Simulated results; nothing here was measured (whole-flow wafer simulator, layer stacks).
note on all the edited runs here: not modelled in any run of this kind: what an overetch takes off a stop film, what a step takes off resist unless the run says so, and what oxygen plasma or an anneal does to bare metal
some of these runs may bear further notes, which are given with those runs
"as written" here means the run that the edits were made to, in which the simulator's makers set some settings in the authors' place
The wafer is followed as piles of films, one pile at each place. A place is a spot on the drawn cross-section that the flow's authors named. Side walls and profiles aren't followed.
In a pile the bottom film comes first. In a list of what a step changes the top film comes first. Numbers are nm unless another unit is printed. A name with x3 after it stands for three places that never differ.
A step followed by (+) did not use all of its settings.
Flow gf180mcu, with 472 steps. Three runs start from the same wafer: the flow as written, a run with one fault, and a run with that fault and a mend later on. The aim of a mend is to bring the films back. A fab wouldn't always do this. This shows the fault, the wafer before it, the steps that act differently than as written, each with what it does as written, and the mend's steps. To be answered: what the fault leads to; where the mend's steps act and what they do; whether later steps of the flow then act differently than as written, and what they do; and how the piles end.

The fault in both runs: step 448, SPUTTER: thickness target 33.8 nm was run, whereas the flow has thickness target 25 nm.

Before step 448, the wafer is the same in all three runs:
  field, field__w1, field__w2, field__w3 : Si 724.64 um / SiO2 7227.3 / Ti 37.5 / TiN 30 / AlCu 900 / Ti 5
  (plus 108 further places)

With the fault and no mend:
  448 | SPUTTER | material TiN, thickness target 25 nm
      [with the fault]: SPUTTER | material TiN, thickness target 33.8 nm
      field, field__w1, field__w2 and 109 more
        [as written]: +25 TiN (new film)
        [with the fault]: +33.8 TiN (new film)
  Later steps of the flow acting differently than as written (4 other steps are not shown; they differ only slightly, by no more than 2% or 0.5 nm, whichever is larger):
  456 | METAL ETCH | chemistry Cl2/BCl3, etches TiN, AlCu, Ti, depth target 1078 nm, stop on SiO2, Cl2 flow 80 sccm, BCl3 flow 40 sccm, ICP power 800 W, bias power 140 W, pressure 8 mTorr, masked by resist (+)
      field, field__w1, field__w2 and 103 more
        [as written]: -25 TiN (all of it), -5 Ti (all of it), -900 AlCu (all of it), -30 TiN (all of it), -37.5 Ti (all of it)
        [with the fault]: -33.8 TiN (all of it), -5 Ti (all of it), -900 AlCu (all of it), -30 TiN (all of it), -37.5 Ti (all of it)
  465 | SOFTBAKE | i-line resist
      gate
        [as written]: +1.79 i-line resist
        [with the fault]: -0.29 i-line resist
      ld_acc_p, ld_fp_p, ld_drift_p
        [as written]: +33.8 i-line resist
        [with the fault]: +27.3 i-line resist
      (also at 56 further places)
  At field__w8, contact, m1, m1__w1, pad, m1_nw, the piles at the end differ from the flow's by more than 2% or 0.5 nm, whichever is larger.
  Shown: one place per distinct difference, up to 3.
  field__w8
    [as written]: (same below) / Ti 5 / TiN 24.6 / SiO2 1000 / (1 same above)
    [with the fault]: (same below) / Ti 5 / TiN 33.4 / SiO2 1000 / (1 same above)
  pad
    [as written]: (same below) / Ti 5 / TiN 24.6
    [with the fault]: (same below) / Ti 5 / TiN 33.4

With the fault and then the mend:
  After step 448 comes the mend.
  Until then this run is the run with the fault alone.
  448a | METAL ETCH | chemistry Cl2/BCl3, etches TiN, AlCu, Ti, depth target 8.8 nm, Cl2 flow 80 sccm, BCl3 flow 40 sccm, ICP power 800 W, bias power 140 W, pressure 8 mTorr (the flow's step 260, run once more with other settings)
      field, field__w1, field__w2 and 109 more
        -8.8 TiN
  None of the later steps of the flow acts differently than as written at any place that is followed.
  By the end, the piles equal the flow's at every place that both follow.
